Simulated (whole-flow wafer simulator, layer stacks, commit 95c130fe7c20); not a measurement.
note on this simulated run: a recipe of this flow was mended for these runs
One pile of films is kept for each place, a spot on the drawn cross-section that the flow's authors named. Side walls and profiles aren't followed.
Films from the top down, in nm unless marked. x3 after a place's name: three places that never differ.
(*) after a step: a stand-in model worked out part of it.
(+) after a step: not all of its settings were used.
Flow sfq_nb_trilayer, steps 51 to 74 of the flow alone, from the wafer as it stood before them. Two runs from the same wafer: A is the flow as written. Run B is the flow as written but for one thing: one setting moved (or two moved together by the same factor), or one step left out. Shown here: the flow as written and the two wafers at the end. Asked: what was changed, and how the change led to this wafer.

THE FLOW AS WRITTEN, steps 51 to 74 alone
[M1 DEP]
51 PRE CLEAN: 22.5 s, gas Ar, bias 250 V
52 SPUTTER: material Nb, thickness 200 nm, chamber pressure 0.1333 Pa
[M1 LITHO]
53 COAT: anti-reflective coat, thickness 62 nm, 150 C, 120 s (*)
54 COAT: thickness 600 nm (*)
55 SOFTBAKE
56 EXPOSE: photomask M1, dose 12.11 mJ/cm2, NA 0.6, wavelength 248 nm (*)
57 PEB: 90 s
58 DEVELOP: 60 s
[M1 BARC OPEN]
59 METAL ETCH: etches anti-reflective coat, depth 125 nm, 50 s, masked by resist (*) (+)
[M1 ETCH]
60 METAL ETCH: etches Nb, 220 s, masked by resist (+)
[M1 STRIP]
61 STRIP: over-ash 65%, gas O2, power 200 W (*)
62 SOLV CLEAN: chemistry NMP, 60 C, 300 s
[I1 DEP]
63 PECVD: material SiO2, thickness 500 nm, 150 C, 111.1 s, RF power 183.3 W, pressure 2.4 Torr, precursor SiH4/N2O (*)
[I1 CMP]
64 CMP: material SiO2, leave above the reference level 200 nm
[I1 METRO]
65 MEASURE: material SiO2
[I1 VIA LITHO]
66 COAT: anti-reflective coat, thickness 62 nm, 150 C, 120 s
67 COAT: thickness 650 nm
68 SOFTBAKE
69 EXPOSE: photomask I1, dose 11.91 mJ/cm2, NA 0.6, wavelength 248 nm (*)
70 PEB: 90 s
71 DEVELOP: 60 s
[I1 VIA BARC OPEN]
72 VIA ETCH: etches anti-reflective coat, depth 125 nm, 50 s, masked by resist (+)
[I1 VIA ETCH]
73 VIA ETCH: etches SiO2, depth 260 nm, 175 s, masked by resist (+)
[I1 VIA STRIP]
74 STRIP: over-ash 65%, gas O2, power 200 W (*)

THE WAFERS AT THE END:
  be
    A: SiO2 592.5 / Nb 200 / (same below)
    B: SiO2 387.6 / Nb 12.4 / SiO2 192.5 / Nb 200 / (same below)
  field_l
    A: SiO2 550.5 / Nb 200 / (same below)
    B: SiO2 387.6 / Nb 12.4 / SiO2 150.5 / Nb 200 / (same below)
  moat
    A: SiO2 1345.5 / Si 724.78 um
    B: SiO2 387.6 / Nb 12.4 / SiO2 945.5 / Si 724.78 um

The cause: step 60, METAL ETCH: 172 s was run, where the flow has 220 s.

How the change led to this, step by step:
  60 METAL ETCH: etches Nb, 220 s, masked by resist (+)
      field_l, be, be_sur and 79 more: A Nb -200 (all of it), SiO2 -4 | B Nb -187.6
      v_sur, via_wl, via_w and 21 more: A KrF-resist-other-grade -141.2 | B KrF-resist-other-grade -110.4
  61 STRIP: over-ash 65%, gas O2, power 200 W (*)
      wl_j_sl x16: A KrF-resist-other-grade -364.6 (all of it), anti-reflective coat -62 (all of it) | B KrF-resist-other-grade -395.4 (all of it), anti-reflective coat -62 (all of it)
      v_sur: A KrF-resist-other-grade -361.9 (all of it), anti-reflective coat -45.6 (all of it) | B KrF-resist-other-grade -392.7 (all of it), anti-reflective coat -45.6 (all of it)
      (and at 7 more places)
  63 PECVD: material SiO2, thickness 500 nm, 150 C, 111.1 s, RF power 183.3 W, pressure 2.4 Torr, precursor SiH4/N2O (*)
      field_l, be, be_sur and 72 more: A SiO2 +500 | B SiO2 +500 (new film)
      lsp_m, ln_m6, lsp_r, l0_sur, l0v: A SiO2 +494.8 | B SiO2 +500 (new film)
      (and at 2 more places)
  64 CMP: material SiO2, leave above the reference level 200 nm
      field_l, be, be_sur and 72 more: A SiO2 -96 | B SiO2 -112.4
      lsp_m, ln_m6, lsp_r, l0_sur, l0v: A SiO2 -90.8 | B SiO2 -112.4
Counting metal films that touch as one body, be has 2 bodies (between them, from the top down: SiO2 192.5); the flow as written gives 1 body.
Counting metal films that touch as one body, field_l has 3 bodies (between them, from the top down: SiO2 150.5; SiO2 55); the flow as written gives 2 bodies (between them, from the top down: SiO2 55).
Counting metal films that touch as one body, moat has 1 body; the flow as written gives 0 bodies.
